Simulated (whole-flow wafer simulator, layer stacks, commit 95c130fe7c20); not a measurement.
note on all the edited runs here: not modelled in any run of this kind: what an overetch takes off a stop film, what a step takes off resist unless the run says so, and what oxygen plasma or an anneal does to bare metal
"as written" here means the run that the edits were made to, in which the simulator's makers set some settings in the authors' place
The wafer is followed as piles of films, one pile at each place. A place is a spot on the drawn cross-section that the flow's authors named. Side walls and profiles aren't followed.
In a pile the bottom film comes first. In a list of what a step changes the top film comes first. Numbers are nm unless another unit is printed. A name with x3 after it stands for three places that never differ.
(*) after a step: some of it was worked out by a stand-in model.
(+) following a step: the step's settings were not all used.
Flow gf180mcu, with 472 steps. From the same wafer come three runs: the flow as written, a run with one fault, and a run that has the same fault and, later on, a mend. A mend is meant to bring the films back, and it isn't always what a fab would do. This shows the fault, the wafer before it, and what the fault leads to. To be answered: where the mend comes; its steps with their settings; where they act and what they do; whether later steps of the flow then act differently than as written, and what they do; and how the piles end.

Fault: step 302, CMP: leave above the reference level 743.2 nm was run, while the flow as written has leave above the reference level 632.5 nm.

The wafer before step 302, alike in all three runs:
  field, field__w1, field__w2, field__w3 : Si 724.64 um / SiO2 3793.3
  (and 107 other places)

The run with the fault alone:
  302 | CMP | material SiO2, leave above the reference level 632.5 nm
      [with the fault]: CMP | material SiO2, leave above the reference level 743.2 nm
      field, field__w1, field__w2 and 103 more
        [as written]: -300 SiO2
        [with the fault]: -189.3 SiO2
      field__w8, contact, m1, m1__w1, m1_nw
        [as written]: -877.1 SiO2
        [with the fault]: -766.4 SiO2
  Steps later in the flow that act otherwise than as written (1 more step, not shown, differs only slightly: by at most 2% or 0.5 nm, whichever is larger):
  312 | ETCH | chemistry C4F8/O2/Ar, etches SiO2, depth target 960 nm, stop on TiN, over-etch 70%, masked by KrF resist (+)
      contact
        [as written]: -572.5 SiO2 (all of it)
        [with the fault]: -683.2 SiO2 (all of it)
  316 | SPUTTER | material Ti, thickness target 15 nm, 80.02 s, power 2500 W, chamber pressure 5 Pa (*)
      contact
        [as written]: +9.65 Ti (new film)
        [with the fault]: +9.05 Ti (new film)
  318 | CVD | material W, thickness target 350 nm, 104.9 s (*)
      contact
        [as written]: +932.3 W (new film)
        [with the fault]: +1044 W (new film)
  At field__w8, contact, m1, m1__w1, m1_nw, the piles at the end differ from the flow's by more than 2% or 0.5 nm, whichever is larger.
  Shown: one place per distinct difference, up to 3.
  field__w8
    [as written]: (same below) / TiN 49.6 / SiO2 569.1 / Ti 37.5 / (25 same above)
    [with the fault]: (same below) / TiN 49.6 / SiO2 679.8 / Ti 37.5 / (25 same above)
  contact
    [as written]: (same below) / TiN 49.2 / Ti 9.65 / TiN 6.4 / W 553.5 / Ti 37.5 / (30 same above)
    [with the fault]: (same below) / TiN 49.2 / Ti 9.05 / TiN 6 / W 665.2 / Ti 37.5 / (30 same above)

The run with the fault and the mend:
  The mend stands after step 302.
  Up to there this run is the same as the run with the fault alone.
  302a | CMP | material SiO2, leave above the reference level 632.5 nm (a further turn of the flow's step 302)
      field, field__w1, field__w2 and 108 more
        -110.7 SiO2
  None of the later steps of the flow acts differently than as written at any place that is followed.
  The piles end the same as the flow's at every place that both follow.
